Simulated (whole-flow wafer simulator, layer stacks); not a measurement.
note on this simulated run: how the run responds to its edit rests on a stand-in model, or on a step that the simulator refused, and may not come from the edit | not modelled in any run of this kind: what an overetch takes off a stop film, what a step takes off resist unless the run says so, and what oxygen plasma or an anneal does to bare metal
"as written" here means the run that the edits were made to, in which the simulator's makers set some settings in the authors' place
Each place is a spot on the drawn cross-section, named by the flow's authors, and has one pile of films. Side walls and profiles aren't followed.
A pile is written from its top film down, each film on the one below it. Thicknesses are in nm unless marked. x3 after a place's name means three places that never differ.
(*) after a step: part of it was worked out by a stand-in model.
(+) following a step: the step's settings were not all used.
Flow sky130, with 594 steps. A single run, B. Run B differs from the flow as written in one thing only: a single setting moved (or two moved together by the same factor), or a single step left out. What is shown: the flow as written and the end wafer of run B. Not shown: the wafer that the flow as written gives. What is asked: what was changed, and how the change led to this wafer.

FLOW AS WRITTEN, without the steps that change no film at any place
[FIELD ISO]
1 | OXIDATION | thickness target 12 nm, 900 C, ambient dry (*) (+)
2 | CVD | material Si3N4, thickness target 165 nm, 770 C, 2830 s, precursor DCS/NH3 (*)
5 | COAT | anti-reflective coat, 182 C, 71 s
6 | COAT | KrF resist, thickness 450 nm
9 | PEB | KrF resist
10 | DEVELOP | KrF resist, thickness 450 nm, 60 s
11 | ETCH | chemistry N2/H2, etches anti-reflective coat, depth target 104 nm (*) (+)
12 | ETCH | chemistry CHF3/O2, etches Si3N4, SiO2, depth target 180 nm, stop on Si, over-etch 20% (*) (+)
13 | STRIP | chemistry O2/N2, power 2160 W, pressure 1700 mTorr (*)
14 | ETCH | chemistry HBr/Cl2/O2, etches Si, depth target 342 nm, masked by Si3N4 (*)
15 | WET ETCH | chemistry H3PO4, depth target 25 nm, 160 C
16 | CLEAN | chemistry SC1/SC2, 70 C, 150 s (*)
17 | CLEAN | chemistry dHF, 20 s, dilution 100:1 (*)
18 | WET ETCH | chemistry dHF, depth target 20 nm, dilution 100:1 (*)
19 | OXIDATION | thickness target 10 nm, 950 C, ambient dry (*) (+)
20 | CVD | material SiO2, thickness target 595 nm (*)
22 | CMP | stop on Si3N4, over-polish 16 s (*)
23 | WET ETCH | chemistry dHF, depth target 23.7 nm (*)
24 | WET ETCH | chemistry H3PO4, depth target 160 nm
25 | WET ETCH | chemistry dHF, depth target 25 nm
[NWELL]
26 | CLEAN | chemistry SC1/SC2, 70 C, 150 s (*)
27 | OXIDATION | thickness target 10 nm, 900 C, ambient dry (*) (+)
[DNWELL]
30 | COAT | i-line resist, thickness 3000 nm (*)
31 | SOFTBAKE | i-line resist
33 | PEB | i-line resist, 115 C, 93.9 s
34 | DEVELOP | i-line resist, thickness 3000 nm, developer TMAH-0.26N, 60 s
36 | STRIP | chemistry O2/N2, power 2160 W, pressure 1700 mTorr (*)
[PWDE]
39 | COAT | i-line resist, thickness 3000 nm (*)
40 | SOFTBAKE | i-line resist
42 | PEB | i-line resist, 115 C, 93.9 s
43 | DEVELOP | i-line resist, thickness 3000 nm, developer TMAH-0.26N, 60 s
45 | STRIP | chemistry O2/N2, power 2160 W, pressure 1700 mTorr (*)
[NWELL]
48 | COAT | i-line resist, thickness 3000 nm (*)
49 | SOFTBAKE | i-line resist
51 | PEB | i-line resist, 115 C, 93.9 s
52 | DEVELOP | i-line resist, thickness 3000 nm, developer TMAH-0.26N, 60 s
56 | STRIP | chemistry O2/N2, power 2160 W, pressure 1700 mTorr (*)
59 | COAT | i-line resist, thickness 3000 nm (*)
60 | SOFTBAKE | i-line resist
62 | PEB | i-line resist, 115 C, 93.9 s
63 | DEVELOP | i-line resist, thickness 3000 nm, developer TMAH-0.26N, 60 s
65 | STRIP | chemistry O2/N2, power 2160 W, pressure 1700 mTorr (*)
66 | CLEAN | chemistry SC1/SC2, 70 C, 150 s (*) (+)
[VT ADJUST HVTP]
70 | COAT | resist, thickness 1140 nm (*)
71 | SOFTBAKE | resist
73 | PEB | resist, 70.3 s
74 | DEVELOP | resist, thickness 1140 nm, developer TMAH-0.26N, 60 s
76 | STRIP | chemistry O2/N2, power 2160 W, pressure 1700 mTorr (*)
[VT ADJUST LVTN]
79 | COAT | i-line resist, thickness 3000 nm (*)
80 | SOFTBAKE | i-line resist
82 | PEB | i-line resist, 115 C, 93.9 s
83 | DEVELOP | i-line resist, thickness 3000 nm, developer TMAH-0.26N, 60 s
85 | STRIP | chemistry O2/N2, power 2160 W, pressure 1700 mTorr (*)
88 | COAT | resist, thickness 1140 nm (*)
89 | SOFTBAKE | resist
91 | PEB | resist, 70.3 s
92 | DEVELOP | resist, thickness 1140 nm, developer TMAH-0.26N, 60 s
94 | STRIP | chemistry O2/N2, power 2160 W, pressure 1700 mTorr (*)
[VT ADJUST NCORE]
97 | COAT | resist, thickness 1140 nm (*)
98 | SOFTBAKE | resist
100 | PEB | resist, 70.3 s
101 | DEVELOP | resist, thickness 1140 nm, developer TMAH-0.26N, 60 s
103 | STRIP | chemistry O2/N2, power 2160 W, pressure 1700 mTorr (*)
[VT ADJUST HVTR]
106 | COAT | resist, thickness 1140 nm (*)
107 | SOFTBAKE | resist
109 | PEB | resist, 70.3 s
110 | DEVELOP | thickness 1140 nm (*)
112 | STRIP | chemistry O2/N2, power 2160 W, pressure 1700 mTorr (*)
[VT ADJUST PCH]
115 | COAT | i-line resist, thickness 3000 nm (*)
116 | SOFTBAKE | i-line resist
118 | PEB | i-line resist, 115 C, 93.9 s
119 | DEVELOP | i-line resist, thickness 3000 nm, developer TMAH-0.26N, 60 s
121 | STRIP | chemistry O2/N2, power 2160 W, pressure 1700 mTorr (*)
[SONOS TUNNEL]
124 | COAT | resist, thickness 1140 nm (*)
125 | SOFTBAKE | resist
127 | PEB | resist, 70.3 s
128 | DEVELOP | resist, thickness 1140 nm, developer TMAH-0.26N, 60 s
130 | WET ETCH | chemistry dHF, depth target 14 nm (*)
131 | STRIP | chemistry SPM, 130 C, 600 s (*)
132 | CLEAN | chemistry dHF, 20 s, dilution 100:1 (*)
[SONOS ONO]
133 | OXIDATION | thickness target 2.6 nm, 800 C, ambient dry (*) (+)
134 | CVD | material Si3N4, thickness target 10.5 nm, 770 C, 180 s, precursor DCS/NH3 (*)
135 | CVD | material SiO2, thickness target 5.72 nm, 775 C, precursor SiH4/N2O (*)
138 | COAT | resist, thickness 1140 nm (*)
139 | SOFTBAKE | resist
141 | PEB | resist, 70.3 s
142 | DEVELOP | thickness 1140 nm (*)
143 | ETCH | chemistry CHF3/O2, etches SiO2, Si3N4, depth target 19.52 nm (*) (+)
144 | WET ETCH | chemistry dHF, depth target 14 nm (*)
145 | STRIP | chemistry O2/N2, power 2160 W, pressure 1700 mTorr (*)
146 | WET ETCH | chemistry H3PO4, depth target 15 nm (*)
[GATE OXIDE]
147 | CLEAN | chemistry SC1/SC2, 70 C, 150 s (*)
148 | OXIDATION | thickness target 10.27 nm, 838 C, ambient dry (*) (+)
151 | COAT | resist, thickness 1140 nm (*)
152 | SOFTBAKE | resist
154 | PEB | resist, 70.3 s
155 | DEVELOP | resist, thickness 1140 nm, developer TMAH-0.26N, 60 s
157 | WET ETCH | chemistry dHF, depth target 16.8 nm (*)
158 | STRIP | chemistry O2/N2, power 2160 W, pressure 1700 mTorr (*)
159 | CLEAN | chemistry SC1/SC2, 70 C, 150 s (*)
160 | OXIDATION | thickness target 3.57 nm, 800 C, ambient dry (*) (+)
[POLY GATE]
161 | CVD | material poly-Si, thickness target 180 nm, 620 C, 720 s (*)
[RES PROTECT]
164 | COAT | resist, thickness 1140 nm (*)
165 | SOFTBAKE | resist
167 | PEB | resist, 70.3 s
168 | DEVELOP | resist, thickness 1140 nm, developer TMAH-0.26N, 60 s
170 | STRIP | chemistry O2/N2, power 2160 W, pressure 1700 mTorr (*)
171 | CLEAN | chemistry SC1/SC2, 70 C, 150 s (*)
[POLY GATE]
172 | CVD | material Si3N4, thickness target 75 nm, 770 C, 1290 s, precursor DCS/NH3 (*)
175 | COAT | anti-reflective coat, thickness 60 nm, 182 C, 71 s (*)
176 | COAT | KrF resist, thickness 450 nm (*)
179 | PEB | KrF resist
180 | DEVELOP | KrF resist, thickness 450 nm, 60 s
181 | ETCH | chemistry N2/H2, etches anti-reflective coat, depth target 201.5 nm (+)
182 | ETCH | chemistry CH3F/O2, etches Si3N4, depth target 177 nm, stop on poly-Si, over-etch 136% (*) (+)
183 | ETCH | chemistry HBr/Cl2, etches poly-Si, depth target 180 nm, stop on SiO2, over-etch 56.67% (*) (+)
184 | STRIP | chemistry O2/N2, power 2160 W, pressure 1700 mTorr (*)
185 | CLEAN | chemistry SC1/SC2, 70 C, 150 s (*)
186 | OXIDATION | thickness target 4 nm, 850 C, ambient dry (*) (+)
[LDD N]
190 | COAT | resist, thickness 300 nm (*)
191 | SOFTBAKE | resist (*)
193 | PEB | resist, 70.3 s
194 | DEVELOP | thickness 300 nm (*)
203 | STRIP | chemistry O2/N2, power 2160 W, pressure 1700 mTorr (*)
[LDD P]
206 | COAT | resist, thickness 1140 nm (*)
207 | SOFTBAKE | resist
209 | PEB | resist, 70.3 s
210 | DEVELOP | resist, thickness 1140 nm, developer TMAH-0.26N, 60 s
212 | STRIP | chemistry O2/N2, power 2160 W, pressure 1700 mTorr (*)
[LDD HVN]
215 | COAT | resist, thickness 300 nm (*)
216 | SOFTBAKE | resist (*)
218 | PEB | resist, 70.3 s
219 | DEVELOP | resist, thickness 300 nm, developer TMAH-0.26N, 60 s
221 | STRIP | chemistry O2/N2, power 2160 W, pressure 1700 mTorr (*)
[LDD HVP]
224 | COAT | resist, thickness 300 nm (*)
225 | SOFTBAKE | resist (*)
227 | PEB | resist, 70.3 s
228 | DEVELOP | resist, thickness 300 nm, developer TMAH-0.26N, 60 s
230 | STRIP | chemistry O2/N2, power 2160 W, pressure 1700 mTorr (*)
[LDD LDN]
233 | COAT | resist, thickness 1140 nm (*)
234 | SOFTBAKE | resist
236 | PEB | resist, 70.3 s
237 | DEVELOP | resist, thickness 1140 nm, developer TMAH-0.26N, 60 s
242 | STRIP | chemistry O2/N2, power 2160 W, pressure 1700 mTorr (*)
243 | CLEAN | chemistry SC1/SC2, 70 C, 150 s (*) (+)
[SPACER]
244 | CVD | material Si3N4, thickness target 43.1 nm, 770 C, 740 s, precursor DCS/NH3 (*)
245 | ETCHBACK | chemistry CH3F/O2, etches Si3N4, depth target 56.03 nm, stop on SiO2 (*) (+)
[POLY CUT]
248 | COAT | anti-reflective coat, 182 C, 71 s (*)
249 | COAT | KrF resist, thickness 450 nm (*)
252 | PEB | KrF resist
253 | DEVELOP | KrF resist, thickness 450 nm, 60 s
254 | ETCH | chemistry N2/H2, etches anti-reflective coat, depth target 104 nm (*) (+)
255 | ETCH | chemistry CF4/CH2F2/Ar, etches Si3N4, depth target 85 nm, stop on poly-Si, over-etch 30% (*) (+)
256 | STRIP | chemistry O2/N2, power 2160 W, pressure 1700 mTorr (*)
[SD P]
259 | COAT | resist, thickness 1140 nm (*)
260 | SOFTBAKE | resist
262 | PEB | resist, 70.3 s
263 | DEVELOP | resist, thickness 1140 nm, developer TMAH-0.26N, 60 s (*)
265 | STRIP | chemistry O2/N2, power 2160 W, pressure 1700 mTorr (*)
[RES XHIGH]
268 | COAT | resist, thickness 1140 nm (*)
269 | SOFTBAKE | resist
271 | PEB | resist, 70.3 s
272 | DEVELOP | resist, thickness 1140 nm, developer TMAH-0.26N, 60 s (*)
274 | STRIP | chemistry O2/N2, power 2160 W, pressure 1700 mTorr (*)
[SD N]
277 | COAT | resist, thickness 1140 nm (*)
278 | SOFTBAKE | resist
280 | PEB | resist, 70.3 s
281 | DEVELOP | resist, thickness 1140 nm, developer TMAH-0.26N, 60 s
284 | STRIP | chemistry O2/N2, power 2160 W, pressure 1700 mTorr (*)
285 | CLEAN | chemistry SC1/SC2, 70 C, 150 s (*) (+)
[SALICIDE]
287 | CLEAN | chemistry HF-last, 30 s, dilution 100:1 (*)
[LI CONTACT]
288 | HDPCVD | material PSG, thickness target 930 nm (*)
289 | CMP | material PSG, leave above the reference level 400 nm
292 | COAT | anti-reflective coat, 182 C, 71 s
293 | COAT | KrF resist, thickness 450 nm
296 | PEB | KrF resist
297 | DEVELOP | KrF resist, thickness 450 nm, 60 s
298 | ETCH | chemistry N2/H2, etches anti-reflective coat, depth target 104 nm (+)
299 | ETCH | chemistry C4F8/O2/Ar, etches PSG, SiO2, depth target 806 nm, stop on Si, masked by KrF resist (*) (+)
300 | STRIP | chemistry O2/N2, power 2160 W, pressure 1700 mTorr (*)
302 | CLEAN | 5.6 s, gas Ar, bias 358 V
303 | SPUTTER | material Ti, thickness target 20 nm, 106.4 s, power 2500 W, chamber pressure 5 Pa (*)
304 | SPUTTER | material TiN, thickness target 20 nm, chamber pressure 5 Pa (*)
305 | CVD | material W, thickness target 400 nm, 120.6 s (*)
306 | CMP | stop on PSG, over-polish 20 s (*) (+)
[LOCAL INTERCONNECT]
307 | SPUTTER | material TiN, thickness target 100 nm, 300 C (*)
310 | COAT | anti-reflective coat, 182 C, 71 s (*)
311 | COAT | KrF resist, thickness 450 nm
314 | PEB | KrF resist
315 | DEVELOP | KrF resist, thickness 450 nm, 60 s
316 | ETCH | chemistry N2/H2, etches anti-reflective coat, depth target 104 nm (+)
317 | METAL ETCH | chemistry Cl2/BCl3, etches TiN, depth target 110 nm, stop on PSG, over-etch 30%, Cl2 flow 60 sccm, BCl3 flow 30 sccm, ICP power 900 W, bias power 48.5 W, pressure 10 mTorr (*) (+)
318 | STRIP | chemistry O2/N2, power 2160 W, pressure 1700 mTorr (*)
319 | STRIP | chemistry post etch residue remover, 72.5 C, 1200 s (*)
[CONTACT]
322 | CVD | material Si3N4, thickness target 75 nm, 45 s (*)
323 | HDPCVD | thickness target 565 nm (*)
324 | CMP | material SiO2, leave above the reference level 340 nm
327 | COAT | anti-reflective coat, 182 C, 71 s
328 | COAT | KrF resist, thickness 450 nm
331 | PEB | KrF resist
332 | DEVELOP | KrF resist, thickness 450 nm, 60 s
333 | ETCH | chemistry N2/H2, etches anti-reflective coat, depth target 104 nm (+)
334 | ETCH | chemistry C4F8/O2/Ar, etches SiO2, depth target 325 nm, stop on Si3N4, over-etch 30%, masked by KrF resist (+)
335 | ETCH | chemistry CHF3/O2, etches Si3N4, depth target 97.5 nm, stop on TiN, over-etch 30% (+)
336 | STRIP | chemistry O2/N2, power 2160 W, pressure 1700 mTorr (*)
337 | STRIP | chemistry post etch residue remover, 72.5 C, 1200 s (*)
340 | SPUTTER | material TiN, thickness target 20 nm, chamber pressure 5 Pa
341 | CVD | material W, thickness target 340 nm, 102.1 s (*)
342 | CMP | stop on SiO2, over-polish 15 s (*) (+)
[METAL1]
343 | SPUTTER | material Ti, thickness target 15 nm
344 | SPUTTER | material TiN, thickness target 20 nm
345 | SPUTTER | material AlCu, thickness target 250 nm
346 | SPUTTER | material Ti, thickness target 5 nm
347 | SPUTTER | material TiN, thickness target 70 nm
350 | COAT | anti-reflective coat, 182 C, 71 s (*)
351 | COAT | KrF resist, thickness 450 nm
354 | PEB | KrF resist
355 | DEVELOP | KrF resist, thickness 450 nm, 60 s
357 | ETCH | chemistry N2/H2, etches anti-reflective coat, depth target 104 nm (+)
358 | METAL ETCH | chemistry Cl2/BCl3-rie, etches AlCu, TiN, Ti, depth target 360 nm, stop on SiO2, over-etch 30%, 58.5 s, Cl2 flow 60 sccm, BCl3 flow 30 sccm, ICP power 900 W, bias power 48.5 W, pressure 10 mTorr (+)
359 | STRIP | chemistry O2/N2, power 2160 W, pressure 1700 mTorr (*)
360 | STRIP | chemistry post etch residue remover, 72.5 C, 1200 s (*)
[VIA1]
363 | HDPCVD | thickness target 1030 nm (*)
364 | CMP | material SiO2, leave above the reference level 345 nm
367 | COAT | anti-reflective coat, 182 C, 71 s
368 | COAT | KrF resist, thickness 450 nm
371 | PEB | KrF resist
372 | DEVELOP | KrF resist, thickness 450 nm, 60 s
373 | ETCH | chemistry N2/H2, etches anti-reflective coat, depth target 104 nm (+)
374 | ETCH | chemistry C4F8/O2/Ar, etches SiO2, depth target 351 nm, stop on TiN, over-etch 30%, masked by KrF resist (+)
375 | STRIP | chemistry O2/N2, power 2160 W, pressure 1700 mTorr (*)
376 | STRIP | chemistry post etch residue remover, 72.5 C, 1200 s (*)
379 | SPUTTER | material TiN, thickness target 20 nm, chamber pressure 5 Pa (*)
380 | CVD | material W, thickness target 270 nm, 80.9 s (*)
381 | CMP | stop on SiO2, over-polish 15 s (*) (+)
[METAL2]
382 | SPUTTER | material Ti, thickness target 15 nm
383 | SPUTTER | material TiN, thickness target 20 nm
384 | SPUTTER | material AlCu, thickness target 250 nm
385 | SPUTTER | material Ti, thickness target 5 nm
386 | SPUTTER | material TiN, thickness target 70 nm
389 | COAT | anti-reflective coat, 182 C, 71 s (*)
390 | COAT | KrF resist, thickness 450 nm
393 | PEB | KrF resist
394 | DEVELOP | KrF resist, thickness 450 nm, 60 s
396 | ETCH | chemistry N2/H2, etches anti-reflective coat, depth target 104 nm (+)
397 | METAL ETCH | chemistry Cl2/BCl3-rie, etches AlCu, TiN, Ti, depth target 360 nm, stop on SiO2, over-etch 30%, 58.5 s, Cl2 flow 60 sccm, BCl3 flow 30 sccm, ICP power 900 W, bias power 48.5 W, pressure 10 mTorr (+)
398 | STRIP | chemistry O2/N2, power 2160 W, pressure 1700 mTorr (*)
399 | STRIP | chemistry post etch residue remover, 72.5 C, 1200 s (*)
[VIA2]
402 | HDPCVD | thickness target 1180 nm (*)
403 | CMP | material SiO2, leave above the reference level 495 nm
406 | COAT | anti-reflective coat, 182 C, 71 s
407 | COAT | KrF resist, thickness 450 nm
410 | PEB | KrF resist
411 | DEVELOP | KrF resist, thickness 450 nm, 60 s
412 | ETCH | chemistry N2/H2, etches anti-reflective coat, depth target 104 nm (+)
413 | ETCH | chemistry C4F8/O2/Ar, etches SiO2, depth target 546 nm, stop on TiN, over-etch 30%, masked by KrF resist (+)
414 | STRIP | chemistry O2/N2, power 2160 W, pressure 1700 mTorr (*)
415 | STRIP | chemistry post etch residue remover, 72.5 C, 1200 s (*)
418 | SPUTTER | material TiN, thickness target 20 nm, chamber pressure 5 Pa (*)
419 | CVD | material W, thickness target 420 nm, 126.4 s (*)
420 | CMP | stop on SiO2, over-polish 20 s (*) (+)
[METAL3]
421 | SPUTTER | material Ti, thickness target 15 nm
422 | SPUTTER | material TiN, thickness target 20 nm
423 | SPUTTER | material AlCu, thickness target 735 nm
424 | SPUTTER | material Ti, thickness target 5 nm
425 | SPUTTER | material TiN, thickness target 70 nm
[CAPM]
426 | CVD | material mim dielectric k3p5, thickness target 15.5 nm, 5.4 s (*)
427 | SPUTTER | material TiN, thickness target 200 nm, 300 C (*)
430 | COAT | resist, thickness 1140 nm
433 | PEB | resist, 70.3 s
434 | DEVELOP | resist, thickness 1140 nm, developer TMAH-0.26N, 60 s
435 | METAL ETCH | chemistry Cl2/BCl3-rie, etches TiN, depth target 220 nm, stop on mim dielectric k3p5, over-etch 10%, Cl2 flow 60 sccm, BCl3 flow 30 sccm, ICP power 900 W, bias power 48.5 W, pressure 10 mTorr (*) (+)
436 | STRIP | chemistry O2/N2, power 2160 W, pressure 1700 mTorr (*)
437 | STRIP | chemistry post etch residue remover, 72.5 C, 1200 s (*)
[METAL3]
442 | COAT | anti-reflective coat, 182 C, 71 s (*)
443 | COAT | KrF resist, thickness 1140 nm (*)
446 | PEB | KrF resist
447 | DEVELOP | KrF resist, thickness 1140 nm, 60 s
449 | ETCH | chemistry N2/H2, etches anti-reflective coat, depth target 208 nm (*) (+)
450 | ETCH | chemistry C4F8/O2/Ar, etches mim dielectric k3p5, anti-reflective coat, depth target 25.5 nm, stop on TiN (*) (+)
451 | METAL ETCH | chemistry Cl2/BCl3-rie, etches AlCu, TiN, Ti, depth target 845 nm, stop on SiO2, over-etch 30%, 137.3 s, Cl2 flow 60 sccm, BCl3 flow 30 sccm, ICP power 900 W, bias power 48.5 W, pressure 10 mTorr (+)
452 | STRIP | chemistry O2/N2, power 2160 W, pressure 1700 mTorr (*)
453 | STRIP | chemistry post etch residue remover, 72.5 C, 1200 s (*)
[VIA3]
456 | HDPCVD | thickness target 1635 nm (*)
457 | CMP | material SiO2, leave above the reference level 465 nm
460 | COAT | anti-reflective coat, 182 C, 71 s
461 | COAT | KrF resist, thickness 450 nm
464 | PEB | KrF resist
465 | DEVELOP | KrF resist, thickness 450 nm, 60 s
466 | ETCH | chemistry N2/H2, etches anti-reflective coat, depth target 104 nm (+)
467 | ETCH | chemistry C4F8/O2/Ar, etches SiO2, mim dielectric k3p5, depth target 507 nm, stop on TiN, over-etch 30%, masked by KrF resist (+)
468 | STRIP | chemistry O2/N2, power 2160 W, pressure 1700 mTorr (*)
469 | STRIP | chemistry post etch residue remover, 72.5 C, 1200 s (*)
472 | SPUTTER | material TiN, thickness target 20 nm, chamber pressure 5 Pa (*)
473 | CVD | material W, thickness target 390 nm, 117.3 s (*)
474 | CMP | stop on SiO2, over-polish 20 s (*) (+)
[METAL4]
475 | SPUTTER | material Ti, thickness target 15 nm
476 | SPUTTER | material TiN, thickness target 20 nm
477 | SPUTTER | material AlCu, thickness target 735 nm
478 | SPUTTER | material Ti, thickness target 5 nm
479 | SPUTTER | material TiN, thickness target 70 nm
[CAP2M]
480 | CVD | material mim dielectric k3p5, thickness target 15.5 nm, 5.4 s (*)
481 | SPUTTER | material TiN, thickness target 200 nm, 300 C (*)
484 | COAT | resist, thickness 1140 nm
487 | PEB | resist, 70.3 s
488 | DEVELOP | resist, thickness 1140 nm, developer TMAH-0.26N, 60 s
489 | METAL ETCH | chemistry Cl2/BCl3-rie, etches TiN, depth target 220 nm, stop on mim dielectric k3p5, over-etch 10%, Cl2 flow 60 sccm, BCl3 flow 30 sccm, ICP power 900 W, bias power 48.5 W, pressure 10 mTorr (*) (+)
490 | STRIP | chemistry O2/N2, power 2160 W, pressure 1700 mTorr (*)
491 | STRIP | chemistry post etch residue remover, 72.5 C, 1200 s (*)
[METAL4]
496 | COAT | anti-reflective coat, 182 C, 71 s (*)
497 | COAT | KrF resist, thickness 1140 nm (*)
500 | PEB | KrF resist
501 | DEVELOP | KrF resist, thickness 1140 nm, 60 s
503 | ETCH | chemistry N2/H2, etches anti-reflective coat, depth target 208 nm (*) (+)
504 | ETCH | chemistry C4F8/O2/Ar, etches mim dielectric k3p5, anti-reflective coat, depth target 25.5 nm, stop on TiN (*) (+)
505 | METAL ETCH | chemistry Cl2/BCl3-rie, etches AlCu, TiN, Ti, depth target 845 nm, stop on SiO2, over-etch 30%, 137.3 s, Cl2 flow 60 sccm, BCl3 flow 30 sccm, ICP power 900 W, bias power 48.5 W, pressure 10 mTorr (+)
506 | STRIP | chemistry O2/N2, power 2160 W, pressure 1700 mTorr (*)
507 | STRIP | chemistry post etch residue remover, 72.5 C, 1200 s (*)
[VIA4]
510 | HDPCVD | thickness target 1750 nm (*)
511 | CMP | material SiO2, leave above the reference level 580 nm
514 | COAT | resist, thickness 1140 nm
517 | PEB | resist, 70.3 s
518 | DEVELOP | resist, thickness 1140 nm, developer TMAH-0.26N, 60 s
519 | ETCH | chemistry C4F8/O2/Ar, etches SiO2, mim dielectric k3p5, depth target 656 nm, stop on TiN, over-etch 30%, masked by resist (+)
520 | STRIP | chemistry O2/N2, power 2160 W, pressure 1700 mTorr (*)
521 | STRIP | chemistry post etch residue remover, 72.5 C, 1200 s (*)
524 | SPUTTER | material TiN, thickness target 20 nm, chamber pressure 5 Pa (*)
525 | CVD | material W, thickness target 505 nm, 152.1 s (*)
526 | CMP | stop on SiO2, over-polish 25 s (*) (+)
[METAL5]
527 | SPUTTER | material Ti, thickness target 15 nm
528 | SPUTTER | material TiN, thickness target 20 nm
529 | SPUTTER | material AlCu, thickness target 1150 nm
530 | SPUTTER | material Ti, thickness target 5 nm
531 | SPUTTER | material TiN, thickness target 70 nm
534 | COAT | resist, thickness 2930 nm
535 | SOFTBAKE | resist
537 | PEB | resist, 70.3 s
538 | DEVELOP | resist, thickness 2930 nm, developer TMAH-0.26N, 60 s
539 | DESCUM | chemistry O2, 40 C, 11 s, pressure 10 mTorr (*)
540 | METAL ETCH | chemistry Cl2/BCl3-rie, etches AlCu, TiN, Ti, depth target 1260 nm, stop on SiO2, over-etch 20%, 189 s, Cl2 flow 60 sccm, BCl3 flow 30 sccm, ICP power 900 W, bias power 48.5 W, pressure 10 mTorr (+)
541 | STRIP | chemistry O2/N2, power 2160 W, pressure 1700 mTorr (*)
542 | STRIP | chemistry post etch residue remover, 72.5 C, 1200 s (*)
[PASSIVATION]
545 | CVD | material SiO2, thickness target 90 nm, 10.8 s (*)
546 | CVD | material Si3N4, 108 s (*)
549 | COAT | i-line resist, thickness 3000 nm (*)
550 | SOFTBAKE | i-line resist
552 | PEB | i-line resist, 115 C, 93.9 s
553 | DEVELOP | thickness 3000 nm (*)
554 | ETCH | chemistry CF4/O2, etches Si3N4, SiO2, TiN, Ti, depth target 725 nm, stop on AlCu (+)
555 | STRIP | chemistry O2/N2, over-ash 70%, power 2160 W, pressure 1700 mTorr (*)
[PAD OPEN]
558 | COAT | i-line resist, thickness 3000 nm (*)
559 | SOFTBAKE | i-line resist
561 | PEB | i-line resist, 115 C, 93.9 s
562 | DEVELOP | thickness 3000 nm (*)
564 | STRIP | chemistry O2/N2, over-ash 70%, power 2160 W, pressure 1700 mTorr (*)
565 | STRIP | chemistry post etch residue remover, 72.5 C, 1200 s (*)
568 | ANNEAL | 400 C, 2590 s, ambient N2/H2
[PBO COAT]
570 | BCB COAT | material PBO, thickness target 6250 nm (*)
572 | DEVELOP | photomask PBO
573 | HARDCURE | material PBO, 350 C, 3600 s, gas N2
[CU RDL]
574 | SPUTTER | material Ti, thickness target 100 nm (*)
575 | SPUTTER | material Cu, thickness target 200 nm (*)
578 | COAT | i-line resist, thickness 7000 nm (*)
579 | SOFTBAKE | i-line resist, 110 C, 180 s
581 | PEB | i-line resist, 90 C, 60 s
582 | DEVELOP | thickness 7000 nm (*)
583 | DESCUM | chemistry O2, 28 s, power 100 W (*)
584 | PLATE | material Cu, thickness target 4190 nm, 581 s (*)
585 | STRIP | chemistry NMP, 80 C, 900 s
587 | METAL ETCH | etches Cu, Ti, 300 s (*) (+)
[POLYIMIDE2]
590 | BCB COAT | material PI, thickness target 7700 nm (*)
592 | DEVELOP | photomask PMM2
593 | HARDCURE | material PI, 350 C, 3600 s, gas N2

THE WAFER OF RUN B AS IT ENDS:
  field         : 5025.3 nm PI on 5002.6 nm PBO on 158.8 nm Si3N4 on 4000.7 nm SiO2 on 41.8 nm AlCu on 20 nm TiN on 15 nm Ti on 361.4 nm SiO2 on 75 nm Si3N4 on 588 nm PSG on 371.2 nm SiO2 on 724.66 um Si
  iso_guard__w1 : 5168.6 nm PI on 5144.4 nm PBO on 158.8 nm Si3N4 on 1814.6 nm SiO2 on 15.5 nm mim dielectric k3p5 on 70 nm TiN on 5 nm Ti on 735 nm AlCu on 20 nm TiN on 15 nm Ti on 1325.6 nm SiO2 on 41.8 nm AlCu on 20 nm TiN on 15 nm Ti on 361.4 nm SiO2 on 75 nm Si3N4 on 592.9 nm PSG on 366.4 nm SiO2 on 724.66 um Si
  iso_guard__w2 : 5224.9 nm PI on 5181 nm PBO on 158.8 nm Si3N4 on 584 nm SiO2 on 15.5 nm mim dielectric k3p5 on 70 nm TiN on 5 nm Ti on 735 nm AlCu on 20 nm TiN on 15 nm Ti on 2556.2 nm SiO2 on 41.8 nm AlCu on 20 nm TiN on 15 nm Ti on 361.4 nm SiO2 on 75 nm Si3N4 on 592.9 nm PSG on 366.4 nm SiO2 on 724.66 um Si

What caused this: step 358, METAL ETCH: depth target 212.4 nm was run, while the flow as written has depth target 360 nm; step 358, METAL ETCH: 34.5 s was run, where the flow has 58.5 s.

The path from the change to this, step by step:
  358 | METAL ETCH | chemistry Cl2/BCl3-rie, etches AlCu, TiN, Ti, depth target 360 nm, stop on SiO2, over-etch 30%, 58.5 s, Cl2 flow 60 sccm, BCl3 flow 30 sccm, ICP power 900 W, bias power 48.5 W, pressure 10 mTorr (+)
      field, active, gate and 81 more: -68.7 TiN (all of it), -5 Ti (all of it), -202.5 AlCu (in the flow as written it would be: -68.7 TiN (all of it), -5 Ti (all of it), -250 AlCu (all of it), -20 TiN (all of it), -15 Ti (all of it), -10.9 SiO2)
      n_well, p_well, gate_hv and 104 more: -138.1 KrF resist (in the flow as written it would be: -234 KrF resist)
  359 | STRIP | chemistry O2/N2, power 2160 W, pressure 1700 mTorr (*)
      n_well, p_well, gate_hv and 100 more: -239.8 KrF resist (all of it), -80 anti-reflective coat (all of it) (in the flow as written it would be: -143.8 KrF resist (all of it), -80 anti-reflective coat (all of it))
      poly_licon, ndiff_licon, ndiff_licon_cpp, rpo_hd_licon: -239.8 KrF resist (all of it), -80.5 anti-reflective coat (all of it) (in the flow as written it would be: -143.9 KrF resist (all of it), -80.5 anti-reflective coat (all of it))
  360 | STRIP | chemistry post etch residue remover, 72.5 C, 1200 s (*)
      field, active, gate and 81 more: -5.72 AlCu (in the flow as written it would be: nothing)
  363 | HDPCVD | thickness target 1030 nm (*)
      field, active, gate and 81 more: +1030 SiO2 (new film) (in the flow as written it would be: +1030 SiO2)
  364 | CMP | material SiO2, leave above the reference level 345 nm
      field, active, gate and 81 more: -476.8 SiO2 (in the flow as written it would be: -389.1 SiO2)
If metal films that touch count as one body, field has 1 body; the flow as written gives 0 bodies.
If metal films that touch count as one body, iso_guard__w1 has 2 bodies (between them, from the top down: SiO2 1325.6); the flow as written gives 1 body.
If metal films that touch count as one body, iso_guard__w2 has 2 bodies (between them, from the top down: SiO2 2556.2); the flow as written gives 1 body.
